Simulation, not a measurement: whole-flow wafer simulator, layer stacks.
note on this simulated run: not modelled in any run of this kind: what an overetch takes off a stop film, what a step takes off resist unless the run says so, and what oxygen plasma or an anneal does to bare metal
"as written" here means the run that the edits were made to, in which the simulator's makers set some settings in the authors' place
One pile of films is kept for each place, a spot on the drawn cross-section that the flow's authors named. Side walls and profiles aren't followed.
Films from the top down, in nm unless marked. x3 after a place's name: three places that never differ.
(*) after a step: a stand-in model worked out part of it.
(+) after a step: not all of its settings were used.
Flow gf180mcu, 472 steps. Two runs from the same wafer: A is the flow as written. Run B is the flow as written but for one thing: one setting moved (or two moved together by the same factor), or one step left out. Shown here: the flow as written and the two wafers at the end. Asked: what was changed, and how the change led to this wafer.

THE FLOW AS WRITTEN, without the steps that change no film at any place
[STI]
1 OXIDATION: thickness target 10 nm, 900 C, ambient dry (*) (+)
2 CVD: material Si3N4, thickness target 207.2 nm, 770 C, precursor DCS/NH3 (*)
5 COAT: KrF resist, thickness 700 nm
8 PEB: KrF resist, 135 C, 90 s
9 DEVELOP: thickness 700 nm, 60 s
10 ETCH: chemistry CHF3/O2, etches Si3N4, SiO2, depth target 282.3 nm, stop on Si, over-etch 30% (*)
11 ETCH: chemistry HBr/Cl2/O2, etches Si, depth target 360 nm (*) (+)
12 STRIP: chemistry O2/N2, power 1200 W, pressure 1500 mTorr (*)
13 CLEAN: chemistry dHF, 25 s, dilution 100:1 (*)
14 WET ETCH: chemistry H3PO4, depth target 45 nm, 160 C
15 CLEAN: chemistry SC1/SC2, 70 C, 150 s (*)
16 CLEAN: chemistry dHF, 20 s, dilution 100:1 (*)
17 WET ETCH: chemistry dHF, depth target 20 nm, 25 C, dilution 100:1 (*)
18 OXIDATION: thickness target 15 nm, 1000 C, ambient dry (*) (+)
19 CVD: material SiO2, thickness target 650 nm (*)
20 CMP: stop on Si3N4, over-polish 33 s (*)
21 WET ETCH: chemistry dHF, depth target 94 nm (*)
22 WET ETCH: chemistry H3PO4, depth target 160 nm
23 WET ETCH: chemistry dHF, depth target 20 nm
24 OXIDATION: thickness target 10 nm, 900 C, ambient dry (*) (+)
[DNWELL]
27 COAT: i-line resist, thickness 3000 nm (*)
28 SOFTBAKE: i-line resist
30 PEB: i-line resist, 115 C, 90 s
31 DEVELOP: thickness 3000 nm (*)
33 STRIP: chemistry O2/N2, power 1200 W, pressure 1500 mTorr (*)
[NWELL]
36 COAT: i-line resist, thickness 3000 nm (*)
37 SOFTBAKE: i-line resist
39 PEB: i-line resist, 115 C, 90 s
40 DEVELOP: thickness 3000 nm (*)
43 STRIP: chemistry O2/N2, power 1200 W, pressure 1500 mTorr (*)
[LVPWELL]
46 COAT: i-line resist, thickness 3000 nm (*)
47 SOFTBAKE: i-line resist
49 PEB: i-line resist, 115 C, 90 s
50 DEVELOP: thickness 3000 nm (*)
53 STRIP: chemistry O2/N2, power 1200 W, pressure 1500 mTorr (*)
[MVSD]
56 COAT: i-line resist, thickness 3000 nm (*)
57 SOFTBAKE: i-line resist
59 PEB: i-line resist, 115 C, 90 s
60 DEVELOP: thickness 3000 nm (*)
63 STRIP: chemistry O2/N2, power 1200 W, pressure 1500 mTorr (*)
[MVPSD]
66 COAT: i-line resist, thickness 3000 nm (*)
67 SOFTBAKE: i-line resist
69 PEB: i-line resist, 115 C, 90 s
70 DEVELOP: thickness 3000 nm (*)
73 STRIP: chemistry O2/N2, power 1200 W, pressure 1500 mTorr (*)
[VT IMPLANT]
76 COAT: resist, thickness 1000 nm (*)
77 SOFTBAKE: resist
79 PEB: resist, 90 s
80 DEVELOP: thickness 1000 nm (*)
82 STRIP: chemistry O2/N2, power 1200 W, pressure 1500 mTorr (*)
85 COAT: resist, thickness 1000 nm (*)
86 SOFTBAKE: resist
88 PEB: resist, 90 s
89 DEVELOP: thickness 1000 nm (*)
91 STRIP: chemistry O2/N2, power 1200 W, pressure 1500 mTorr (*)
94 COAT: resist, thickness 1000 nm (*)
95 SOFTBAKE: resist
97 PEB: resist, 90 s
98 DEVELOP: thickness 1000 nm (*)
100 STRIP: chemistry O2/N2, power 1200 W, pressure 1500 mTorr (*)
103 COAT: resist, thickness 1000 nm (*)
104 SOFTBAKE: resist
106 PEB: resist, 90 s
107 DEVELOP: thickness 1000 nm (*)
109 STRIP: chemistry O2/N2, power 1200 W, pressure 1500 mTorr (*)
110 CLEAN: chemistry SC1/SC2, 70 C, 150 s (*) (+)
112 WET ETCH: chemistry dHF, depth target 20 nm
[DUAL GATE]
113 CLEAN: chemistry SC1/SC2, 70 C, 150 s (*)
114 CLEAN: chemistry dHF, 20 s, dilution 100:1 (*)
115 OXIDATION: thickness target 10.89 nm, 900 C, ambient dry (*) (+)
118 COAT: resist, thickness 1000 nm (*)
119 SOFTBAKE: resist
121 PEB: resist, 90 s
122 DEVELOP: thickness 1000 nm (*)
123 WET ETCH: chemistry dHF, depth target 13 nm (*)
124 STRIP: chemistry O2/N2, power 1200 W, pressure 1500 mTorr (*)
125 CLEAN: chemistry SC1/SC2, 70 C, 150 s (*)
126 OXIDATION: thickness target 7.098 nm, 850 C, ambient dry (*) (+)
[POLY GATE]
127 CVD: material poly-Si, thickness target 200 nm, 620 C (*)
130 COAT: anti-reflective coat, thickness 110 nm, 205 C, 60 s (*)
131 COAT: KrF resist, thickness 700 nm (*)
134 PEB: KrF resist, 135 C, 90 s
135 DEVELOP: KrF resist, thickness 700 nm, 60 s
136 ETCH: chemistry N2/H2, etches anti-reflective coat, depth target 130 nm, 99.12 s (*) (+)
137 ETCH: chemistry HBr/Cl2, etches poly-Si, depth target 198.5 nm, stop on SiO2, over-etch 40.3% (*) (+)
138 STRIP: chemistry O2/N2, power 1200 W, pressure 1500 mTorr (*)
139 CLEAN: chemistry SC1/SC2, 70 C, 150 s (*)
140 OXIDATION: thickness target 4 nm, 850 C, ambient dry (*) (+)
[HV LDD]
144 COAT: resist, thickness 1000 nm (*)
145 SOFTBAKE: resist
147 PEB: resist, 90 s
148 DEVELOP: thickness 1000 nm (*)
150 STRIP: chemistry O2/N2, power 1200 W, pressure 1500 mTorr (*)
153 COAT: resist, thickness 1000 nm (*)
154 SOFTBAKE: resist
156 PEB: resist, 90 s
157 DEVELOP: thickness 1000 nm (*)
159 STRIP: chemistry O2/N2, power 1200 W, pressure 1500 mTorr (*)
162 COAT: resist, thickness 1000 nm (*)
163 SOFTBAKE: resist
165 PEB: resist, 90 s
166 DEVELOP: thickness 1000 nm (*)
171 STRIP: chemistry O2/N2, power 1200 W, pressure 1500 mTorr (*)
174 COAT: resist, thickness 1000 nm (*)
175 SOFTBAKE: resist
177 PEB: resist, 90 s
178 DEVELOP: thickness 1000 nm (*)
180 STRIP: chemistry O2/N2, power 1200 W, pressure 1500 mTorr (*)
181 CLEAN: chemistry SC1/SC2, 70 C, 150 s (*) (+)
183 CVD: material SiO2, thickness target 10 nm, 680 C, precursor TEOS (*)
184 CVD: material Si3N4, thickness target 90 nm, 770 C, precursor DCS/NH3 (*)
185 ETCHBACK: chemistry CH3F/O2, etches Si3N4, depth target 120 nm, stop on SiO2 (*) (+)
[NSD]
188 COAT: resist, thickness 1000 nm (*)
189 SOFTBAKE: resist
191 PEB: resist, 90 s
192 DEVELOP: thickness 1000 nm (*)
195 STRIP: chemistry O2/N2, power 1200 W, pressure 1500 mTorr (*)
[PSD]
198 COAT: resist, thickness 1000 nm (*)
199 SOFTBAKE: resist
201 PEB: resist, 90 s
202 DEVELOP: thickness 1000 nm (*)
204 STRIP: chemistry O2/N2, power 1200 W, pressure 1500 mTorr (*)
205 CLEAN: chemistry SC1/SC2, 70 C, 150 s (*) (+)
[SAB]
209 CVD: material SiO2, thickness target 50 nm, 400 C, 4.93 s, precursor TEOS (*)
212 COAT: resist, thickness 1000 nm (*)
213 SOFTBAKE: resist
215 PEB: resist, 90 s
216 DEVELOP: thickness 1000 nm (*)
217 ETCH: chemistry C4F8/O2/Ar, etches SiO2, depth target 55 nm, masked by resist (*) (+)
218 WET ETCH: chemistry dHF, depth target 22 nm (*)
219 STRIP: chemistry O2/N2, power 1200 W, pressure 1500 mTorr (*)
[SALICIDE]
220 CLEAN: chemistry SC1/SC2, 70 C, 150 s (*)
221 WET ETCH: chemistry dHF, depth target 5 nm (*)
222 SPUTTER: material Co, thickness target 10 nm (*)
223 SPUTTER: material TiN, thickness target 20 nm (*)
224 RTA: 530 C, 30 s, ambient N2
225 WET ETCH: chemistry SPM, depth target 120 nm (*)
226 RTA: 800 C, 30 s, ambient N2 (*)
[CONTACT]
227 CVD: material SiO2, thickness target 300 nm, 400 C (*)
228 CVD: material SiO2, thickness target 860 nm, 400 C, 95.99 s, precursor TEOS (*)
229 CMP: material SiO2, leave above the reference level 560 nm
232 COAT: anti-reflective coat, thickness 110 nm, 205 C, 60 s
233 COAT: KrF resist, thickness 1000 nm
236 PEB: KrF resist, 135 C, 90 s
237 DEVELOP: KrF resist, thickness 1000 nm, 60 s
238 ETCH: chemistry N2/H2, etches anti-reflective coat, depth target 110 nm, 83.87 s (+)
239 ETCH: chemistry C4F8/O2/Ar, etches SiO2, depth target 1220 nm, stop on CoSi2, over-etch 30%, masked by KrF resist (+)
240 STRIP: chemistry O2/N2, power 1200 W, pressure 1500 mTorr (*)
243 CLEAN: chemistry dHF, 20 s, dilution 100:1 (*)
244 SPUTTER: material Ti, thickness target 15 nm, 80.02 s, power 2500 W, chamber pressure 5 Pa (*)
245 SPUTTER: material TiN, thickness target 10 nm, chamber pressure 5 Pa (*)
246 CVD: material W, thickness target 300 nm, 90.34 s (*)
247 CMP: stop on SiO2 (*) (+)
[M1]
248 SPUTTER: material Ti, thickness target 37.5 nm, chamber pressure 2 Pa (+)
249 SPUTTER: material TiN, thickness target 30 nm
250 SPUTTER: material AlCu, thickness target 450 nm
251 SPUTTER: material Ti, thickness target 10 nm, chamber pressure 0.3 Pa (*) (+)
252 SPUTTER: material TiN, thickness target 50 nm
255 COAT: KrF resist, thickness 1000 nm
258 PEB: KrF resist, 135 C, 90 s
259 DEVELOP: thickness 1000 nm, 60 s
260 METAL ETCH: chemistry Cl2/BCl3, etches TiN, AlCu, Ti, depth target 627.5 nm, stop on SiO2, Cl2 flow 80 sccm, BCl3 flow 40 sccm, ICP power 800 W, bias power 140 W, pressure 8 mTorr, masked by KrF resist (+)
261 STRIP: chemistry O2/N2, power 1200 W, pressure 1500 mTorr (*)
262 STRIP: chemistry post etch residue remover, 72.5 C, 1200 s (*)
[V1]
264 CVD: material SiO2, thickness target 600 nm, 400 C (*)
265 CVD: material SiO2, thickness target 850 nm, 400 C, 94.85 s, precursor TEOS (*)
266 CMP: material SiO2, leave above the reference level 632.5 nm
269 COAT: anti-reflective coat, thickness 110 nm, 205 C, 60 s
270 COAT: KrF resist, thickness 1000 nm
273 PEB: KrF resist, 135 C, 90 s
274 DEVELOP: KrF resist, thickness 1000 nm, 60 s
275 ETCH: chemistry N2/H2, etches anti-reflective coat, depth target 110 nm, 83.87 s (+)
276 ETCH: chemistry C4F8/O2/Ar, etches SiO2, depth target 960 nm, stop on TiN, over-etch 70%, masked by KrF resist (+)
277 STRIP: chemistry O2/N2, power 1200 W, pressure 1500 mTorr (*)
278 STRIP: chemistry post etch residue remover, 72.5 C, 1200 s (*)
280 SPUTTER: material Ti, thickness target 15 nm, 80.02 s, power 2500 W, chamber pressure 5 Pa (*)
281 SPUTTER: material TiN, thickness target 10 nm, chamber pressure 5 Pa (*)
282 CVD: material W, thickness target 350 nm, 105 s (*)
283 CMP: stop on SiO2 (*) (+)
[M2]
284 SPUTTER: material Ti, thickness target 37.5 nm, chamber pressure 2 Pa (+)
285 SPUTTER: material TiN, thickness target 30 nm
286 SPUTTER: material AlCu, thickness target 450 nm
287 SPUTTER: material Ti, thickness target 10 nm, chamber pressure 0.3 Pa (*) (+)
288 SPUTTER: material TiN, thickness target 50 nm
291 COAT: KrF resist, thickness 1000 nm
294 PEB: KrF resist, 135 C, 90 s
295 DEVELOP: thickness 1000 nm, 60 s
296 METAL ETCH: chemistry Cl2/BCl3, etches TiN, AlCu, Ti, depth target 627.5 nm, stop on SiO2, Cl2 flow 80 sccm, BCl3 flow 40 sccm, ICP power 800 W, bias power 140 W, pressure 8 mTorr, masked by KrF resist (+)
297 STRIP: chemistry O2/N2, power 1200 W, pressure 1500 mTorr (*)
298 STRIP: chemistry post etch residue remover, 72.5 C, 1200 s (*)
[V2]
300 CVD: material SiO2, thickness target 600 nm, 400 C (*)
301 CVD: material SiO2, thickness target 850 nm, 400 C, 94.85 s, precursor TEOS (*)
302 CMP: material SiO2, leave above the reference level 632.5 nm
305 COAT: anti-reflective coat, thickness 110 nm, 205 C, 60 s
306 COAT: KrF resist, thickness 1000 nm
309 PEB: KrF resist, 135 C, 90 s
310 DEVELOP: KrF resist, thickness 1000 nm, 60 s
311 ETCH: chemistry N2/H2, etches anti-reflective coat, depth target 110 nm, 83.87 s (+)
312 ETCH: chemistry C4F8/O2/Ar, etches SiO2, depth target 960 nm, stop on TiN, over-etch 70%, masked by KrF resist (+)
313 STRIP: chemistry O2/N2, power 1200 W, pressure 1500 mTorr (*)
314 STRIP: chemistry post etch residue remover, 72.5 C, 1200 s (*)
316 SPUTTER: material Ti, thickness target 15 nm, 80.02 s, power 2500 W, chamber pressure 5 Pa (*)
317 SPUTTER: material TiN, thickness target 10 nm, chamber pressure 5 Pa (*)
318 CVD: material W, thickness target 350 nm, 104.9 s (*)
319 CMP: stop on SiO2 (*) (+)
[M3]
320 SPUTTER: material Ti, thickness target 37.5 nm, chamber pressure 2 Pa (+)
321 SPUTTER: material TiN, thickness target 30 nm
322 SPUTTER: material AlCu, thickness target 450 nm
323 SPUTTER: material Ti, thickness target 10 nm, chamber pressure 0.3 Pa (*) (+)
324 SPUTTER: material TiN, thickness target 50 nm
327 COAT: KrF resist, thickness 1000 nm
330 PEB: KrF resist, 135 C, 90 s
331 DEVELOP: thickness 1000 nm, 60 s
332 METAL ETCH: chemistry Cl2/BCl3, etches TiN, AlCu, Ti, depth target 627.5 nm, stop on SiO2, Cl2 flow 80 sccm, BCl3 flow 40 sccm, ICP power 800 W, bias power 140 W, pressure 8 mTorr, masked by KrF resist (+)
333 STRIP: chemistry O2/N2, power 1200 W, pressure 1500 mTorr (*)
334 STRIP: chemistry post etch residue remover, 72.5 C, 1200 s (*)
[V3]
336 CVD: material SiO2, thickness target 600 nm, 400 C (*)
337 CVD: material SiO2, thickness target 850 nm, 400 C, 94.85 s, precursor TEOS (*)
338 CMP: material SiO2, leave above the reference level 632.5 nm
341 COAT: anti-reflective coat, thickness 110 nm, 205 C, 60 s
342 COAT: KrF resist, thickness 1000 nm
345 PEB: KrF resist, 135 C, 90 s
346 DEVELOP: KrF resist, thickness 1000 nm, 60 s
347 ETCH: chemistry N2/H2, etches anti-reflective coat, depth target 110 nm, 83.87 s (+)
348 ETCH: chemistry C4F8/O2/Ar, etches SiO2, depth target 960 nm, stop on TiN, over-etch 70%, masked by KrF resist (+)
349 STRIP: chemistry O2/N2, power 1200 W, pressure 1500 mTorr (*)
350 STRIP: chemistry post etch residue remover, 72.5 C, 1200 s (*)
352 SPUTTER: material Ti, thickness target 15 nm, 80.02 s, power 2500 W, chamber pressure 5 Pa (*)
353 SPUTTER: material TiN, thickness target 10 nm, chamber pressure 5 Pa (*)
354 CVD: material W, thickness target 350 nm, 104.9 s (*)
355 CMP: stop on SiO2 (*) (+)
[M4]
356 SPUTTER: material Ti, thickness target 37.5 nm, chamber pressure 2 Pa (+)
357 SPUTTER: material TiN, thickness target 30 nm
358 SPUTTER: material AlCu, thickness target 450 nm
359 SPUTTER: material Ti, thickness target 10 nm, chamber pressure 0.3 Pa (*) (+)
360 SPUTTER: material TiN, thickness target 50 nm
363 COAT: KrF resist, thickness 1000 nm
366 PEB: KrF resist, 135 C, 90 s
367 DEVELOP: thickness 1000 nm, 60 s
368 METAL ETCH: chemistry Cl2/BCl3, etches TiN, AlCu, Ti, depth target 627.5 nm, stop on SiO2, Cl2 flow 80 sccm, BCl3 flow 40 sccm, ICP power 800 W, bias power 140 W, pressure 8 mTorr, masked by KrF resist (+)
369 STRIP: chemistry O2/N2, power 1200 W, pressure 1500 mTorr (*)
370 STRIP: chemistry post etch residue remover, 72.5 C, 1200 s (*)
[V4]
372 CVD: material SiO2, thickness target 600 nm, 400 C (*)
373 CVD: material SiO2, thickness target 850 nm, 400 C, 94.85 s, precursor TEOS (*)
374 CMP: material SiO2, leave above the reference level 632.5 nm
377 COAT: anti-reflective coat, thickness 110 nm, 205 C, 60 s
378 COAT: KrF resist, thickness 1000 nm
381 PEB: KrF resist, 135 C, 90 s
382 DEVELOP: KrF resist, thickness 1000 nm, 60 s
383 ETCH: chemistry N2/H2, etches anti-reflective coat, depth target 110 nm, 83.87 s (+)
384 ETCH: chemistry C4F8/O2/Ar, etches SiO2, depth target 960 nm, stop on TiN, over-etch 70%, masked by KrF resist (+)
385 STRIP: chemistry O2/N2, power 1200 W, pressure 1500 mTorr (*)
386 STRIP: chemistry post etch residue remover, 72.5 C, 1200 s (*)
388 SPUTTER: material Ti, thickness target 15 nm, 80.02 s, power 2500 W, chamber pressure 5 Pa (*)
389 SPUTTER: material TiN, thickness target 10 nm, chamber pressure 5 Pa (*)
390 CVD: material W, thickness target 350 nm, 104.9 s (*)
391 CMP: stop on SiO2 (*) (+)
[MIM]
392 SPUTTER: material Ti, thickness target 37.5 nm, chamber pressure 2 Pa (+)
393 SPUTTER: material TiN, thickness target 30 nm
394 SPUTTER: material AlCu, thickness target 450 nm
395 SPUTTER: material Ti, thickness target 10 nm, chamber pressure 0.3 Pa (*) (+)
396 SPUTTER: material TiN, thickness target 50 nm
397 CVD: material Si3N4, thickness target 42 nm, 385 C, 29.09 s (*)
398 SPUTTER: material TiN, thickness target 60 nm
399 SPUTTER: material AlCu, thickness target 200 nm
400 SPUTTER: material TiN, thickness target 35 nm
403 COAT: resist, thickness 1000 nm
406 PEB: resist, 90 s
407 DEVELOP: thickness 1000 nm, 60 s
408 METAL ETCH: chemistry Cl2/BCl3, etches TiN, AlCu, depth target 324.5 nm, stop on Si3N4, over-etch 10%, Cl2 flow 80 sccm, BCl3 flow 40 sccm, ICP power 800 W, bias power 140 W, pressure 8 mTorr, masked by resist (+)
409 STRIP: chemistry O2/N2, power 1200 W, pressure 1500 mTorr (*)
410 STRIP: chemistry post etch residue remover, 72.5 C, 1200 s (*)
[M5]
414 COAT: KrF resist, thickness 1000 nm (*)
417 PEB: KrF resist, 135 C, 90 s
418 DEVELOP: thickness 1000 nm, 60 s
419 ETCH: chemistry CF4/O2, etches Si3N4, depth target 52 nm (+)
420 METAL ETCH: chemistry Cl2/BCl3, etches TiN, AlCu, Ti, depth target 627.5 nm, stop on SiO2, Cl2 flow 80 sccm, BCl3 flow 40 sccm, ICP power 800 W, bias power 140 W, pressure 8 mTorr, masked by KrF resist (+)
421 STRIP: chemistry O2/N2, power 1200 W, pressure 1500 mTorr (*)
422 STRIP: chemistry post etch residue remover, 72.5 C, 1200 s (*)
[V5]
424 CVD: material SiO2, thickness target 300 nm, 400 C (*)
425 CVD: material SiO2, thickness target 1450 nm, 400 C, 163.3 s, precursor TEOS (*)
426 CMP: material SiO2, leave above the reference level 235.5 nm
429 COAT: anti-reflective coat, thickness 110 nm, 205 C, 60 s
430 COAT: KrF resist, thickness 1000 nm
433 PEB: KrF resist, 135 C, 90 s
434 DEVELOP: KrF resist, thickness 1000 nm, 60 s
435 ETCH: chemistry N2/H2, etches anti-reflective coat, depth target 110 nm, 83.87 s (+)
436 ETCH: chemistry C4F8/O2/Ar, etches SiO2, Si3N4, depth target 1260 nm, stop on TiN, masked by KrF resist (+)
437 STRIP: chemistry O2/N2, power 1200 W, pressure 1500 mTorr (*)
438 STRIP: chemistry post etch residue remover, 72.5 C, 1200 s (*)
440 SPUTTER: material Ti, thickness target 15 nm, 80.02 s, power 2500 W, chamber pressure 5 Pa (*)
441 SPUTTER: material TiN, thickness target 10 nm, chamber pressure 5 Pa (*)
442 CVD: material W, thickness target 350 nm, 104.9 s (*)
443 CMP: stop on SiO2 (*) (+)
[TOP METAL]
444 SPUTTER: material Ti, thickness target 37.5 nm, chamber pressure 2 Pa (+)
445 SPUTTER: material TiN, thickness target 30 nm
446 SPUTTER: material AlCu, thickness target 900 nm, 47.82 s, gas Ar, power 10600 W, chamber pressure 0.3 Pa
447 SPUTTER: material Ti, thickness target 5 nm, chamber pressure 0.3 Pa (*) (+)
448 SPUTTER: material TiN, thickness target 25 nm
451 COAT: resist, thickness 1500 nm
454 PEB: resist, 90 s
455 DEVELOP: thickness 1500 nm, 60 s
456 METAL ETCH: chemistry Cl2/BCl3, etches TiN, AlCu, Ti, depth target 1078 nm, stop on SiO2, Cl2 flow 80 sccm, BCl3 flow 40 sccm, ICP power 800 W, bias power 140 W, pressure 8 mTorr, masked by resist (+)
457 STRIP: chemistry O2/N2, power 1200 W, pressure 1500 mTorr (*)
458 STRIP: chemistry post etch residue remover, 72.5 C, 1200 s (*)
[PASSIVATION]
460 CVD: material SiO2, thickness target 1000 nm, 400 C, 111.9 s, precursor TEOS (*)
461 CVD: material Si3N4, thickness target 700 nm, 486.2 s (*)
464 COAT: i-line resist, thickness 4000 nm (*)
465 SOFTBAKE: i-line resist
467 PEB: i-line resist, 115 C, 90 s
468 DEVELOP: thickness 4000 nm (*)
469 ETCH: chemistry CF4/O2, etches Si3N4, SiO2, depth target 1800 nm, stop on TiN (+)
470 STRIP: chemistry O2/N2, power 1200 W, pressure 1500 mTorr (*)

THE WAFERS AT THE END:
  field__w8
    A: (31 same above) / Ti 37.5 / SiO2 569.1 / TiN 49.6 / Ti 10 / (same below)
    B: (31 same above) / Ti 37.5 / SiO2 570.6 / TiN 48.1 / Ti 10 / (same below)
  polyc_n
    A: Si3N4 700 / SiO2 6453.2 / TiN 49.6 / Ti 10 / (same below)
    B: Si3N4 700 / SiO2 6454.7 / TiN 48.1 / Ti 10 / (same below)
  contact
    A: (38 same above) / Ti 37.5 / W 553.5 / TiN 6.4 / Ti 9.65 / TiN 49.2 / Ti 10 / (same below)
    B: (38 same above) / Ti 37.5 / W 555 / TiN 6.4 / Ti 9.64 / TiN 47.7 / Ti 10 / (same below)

The cause: step 252, SPUTTER: thickness target 48.5 nm was run, where the flow has thickness target 50 nm.

How the change led to this, step by step:
  252 SPUTTER: material TiN, thickness target 50 nm
      field, field__w1, field__w2 and 108 more: A TiN +50 (new film) | B TiN +48.5 (new film)
  260 METAL ETCH: chemistry Cl2/BCl3, etches TiN, AlCu, Ti, depth target 627.5 nm, stop on SiO2, Cl2 flow 80 sccm, BCl3 flow 40 sccm, ICP power 800 W, bias power 140 W, pressure 8 mTorr, masked by KrF resist (+)
      field, field__w1, field__w2 and 99 more: A TiN -50 (all of it), Ti -10 (all of it), AlCu -450 (all of it), TiN -30 (all of it), Ti -37.5 (all of it) | B TiN -48.5 (all of it), Ti -10 (all of it), AlCu -450 (all of it), TiN -30 (all of it), Ti -37.5 (all of it)
